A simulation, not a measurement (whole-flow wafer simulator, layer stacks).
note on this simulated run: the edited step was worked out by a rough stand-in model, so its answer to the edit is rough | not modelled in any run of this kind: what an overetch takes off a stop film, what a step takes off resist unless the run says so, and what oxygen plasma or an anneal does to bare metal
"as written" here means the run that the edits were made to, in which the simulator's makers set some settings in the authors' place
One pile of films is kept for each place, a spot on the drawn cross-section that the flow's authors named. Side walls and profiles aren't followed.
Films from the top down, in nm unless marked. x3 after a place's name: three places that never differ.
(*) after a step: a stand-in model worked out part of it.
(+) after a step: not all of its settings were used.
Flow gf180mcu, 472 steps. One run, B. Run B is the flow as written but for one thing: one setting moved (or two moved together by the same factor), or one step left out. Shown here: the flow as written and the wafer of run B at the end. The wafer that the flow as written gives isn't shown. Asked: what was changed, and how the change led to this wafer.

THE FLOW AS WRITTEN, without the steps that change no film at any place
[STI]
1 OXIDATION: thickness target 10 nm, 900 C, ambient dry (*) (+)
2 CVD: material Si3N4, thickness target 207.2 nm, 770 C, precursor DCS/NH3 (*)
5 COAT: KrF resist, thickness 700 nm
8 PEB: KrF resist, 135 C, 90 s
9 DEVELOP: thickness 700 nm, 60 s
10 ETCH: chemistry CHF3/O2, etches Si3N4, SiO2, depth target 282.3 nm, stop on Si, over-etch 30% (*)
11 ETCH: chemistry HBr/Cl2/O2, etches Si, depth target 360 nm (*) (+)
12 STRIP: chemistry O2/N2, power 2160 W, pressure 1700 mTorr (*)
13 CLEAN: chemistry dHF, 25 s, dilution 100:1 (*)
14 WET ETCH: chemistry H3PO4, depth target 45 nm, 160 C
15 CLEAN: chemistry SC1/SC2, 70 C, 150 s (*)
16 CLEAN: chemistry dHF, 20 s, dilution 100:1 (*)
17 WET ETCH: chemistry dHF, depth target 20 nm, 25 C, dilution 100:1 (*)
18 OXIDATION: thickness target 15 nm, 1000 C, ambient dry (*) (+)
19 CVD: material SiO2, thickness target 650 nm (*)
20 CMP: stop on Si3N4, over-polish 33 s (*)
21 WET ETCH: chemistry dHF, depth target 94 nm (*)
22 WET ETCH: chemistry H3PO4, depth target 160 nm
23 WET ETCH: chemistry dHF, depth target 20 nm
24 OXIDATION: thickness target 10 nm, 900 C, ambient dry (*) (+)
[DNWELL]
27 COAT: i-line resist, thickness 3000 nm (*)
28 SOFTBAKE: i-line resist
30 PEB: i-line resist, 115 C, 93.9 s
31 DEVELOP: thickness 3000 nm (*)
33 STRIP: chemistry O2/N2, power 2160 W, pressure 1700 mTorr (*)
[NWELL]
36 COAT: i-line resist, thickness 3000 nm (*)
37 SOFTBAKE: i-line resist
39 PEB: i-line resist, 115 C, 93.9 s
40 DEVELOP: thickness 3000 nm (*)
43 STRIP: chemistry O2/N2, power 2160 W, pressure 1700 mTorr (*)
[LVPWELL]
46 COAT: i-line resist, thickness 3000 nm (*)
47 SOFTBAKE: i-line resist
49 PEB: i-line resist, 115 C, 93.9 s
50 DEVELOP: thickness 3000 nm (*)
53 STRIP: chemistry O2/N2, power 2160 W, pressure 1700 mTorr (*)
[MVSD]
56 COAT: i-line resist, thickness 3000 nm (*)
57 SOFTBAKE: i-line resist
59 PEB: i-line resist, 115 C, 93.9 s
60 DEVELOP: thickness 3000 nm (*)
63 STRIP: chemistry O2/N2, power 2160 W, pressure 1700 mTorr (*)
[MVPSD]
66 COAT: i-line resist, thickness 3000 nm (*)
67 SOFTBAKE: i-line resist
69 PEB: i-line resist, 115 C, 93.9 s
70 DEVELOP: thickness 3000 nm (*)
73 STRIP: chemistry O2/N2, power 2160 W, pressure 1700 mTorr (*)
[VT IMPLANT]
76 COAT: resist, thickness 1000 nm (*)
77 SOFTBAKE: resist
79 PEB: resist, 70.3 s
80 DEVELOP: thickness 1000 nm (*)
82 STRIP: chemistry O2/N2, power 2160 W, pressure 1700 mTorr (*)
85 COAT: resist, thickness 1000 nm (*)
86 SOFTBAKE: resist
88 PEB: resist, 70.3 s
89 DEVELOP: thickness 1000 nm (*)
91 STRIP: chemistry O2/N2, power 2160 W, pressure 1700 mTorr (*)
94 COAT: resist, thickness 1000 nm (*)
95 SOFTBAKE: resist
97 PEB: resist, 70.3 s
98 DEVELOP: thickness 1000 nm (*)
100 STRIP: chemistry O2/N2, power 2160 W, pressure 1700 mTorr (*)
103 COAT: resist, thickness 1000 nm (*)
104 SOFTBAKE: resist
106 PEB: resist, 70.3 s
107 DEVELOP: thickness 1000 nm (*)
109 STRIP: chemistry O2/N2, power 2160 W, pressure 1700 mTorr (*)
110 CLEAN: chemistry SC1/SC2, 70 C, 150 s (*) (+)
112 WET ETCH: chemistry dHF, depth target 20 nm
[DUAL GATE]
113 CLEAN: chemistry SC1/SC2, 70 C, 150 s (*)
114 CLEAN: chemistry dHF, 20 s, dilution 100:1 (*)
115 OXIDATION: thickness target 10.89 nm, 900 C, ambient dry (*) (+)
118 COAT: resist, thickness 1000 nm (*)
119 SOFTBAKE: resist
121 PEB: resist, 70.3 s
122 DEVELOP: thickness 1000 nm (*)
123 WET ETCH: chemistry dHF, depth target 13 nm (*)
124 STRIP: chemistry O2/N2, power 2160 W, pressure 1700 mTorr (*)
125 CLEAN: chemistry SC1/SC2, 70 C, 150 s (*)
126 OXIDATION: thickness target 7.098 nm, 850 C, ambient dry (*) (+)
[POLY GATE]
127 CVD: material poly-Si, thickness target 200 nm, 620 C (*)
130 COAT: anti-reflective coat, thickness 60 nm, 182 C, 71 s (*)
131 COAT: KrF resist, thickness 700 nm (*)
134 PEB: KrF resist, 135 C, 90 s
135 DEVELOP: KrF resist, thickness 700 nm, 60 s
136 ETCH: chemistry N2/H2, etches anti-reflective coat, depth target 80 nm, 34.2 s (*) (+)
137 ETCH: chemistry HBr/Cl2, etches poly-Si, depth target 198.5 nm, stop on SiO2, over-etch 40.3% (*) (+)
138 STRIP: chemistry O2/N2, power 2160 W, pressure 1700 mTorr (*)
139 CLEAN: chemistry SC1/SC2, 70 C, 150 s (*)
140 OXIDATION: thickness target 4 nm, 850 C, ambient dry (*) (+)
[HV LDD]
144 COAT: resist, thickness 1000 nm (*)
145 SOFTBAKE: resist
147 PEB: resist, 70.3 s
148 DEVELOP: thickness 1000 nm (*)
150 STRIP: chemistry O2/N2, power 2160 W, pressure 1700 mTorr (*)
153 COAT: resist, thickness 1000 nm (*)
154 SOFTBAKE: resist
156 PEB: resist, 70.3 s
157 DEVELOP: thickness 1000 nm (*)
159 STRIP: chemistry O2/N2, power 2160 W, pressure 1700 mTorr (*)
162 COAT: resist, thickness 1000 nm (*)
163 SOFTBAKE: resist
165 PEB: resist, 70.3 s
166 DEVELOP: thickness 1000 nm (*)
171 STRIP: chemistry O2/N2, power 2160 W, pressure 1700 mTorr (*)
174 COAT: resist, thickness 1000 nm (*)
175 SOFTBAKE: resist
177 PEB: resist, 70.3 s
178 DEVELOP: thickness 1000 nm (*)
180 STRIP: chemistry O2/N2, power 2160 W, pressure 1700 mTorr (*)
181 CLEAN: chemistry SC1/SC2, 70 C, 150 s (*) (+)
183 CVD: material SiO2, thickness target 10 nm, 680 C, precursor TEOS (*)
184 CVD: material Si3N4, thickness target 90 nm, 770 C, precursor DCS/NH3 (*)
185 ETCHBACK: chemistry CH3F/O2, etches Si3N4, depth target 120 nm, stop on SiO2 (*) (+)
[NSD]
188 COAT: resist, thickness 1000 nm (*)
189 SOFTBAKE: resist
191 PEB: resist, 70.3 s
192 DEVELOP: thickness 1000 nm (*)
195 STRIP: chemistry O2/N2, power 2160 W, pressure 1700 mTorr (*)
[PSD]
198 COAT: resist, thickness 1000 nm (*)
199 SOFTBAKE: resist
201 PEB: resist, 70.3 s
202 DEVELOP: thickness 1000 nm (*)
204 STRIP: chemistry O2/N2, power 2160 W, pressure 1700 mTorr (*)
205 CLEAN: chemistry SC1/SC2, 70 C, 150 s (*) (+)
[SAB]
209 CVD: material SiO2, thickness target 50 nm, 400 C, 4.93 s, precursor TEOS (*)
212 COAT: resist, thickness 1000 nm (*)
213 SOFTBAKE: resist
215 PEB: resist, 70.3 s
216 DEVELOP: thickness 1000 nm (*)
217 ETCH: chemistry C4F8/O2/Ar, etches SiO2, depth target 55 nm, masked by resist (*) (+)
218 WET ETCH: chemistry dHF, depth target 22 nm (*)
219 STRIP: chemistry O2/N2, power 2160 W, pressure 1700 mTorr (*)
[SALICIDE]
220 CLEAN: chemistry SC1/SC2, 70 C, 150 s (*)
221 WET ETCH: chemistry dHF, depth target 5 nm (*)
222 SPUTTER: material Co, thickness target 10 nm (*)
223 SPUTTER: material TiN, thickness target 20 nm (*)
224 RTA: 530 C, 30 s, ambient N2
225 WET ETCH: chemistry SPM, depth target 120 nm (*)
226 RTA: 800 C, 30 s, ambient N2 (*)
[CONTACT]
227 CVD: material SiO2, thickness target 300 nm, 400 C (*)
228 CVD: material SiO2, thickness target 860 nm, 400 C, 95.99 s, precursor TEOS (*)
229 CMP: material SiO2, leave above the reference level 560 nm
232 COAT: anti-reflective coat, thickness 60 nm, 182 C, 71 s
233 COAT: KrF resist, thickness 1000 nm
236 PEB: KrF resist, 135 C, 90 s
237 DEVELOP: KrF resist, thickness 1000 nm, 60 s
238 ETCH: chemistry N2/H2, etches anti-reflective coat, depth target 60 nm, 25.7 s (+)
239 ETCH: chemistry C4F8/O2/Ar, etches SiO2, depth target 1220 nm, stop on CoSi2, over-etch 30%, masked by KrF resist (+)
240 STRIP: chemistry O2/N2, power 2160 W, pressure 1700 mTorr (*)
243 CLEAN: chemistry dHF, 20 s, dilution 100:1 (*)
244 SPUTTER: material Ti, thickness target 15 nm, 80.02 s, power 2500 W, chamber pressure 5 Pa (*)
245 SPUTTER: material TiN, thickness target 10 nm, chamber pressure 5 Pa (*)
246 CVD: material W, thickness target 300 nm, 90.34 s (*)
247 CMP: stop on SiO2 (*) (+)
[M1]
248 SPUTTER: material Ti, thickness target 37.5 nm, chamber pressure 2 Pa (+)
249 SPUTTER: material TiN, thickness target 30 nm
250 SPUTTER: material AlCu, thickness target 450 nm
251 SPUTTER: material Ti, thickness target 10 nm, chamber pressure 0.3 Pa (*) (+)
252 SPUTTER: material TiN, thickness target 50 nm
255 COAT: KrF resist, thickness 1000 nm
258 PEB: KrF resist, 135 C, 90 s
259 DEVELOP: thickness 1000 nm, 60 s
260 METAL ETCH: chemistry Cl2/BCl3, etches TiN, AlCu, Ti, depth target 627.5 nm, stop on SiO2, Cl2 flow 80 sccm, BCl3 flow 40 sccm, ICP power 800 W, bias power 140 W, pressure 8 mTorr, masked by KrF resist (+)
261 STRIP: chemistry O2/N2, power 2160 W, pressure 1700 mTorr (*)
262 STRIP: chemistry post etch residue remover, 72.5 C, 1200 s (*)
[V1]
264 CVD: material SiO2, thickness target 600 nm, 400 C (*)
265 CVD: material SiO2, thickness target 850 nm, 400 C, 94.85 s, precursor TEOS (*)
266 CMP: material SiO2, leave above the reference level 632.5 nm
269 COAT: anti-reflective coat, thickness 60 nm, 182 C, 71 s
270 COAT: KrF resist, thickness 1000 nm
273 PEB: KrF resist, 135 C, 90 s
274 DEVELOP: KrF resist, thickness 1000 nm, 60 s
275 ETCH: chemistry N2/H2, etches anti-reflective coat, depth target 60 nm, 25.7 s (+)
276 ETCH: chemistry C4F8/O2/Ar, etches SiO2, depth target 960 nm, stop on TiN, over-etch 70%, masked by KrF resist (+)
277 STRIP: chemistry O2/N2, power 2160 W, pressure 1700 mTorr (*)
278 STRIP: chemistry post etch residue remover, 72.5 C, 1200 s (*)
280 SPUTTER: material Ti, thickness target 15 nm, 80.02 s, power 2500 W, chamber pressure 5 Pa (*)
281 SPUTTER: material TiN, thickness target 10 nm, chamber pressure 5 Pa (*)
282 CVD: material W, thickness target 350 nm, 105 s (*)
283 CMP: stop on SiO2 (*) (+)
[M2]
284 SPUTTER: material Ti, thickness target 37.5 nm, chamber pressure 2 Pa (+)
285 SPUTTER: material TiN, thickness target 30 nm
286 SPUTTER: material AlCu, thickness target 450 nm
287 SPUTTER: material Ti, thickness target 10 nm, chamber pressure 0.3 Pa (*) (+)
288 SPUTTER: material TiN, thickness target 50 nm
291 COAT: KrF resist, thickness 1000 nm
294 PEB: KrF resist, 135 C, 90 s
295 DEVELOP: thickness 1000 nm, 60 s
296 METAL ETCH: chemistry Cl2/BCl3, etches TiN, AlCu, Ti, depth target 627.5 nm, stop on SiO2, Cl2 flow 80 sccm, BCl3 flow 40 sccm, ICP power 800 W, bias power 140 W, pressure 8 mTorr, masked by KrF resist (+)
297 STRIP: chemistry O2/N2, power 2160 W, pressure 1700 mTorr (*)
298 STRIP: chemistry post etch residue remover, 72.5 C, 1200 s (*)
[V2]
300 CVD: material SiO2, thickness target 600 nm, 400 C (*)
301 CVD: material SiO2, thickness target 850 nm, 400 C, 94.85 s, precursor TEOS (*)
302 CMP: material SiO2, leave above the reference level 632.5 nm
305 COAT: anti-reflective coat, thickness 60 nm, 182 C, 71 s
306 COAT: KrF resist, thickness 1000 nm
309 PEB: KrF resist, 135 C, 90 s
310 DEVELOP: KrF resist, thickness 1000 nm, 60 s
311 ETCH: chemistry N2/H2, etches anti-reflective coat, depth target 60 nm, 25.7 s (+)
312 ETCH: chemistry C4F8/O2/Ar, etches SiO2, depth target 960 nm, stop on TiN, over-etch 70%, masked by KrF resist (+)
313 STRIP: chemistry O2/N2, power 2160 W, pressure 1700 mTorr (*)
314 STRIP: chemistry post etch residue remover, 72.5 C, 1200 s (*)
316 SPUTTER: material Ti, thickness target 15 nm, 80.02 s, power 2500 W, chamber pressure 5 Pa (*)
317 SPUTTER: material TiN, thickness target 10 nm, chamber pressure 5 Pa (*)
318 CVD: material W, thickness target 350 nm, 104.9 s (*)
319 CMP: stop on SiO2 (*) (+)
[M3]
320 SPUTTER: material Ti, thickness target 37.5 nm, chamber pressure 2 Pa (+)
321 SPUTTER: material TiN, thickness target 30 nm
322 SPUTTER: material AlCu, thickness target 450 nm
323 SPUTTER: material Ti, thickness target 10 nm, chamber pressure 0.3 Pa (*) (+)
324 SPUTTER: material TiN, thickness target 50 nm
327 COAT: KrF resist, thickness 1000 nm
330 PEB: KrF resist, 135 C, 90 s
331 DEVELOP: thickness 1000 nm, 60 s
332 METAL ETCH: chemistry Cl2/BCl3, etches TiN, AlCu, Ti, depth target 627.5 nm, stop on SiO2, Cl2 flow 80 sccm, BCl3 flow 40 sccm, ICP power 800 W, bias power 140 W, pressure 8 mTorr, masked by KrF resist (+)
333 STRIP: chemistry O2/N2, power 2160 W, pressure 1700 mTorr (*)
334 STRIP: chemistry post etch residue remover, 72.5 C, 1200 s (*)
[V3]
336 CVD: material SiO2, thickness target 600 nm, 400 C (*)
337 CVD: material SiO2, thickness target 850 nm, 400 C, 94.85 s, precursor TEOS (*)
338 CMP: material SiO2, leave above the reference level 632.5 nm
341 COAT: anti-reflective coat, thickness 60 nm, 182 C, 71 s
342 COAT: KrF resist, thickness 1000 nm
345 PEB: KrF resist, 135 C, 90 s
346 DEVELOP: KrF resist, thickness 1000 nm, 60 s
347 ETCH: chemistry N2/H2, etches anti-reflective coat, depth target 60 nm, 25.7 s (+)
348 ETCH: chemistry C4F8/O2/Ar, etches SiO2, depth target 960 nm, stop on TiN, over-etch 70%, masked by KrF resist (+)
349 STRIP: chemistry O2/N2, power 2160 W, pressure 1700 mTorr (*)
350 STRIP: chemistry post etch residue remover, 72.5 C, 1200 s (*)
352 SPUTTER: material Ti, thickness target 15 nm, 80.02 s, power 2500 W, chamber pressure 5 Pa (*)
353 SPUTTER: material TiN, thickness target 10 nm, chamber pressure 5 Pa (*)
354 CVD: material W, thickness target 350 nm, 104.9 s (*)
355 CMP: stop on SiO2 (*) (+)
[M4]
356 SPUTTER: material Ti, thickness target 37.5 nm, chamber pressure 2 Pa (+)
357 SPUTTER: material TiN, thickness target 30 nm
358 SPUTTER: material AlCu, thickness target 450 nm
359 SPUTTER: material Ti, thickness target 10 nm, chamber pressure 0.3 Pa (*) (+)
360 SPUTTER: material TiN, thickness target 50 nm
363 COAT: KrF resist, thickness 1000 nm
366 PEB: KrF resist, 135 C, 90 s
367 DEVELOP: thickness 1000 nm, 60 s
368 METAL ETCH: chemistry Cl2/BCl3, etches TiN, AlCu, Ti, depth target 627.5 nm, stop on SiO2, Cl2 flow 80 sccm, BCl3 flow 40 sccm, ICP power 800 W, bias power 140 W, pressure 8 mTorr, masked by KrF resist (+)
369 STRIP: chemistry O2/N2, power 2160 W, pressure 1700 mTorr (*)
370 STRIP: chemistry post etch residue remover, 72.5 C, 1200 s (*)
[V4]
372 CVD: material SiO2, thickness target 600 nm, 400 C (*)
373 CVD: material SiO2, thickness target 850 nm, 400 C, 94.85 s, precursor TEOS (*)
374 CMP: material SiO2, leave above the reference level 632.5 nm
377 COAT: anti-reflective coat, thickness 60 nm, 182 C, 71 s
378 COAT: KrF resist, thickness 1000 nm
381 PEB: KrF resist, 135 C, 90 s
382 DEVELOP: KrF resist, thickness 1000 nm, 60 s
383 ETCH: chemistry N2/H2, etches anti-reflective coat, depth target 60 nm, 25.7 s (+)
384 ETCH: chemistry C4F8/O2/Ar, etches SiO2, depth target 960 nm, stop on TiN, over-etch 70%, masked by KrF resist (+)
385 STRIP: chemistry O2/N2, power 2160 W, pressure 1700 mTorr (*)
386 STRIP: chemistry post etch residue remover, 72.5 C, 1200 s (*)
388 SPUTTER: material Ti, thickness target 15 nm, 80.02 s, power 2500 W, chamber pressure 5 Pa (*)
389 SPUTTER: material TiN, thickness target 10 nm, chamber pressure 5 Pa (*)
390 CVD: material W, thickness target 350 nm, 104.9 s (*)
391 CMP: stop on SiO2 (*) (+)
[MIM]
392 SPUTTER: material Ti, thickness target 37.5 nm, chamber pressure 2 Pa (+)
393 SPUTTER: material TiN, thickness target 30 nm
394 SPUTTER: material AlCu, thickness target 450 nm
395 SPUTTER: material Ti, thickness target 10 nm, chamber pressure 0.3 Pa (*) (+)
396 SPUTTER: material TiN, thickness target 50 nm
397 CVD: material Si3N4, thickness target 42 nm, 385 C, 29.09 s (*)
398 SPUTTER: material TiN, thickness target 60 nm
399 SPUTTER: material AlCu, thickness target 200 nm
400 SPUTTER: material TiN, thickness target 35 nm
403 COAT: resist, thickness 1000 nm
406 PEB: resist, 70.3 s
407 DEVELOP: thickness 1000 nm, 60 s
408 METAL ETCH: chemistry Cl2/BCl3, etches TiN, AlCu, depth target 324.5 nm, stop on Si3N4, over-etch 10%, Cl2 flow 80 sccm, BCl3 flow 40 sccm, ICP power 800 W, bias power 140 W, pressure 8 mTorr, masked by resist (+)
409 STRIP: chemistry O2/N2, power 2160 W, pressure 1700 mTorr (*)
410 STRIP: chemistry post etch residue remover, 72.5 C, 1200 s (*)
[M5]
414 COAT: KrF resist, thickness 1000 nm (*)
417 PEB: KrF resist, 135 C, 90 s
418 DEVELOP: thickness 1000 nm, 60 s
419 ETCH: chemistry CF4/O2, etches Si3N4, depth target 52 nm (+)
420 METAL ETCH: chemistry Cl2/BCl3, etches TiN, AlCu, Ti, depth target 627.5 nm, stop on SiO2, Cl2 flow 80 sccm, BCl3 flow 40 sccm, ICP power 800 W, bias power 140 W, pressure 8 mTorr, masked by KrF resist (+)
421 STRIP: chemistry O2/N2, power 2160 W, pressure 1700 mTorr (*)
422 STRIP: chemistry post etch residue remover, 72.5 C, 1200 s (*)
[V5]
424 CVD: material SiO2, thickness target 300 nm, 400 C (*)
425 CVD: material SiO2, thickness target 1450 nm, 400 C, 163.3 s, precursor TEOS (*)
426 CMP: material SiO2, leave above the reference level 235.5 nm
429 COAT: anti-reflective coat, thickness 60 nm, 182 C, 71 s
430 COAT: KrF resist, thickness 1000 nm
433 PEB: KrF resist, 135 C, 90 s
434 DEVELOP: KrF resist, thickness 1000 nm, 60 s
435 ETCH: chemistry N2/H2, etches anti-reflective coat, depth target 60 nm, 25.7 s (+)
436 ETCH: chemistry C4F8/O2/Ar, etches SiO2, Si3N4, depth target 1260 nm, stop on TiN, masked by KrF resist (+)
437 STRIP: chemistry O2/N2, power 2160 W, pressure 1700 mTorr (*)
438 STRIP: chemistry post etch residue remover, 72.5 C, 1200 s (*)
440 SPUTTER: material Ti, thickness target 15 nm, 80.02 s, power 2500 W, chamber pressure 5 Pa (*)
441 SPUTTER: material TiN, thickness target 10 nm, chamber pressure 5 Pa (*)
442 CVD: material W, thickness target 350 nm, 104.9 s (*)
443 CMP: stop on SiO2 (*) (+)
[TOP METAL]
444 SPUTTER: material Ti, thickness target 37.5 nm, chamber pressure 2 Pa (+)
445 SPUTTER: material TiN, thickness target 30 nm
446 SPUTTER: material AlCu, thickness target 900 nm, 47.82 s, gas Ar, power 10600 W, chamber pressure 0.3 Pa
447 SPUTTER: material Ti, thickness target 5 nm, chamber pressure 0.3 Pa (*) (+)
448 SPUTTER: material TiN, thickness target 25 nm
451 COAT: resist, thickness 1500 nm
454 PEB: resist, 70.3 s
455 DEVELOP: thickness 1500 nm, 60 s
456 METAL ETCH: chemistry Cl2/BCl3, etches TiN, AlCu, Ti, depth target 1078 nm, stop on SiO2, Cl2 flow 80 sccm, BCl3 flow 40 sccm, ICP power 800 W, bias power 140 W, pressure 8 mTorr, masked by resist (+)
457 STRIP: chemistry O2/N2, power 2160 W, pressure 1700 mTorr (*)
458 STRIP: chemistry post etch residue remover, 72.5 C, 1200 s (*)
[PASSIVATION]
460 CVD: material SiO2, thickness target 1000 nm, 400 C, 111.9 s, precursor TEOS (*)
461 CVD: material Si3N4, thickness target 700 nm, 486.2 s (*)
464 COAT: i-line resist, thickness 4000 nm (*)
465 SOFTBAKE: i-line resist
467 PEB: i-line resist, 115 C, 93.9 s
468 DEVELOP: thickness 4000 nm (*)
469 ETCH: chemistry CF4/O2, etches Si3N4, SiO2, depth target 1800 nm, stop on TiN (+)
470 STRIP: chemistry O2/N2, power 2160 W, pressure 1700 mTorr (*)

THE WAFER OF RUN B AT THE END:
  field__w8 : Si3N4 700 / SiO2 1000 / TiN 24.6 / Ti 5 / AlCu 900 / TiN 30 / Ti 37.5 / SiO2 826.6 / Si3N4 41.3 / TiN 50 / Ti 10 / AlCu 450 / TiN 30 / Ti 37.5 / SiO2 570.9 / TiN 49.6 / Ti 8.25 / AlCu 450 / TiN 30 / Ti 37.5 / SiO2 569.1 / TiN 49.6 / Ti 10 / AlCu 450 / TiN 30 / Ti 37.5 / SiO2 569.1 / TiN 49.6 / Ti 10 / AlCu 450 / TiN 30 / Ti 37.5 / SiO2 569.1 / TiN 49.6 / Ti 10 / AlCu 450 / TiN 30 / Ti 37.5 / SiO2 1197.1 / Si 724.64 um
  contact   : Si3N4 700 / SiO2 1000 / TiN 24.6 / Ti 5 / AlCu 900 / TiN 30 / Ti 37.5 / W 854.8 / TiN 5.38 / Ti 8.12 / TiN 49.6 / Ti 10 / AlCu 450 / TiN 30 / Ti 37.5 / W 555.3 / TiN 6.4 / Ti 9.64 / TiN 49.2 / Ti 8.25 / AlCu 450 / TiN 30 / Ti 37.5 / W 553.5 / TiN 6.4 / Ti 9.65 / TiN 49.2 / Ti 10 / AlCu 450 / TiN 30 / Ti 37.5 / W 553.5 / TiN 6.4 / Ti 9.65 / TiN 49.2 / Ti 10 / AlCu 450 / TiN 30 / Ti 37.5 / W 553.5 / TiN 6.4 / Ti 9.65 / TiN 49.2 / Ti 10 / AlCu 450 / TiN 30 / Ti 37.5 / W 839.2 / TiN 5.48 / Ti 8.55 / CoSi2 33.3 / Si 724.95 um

The cause: step 359, SPUTTER: thickness target 8.25 nm was run, where the flow has thickness target 10 nm.
It can be read off the wafer: field__w8 has Ti 8.25, and step 359 as written asks for 10 nm.

How the change led to this, step by step:
  359 SPUTTER: material Ti, thickness target 10 nm, chamber pressure 0.3 Pa (*) (+)
      field, field__w1, field__w2 and 108 more: Ti +8.25 (new film) (as written it would be: Ti +10 (new film))
  368 METAL ETCH: chemistry Cl2/BCl3, etches TiN, AlCu, Ti, depth target 627.5 nm, stop on SiO2, Cl2 flow 80 sccm, BCl3 flow 40 sccm, ICP power 800 W, bias power 140 W, pressure 8 mTorr, masked by KrF resist (+)
      field, field__w1, field__w2 and 103 more: TiN -50 (all of it), Ti -8.25 (all of it), AlCu -450 (all of it), TiN -30 (all of it), Ti -37.5 (all of it) (as written it would be: TiN -50 (all of it), Ti -10 (all of it), AlCu -450 (all of it), TiN -30 (all of it), Ti -37.5 (all of it))
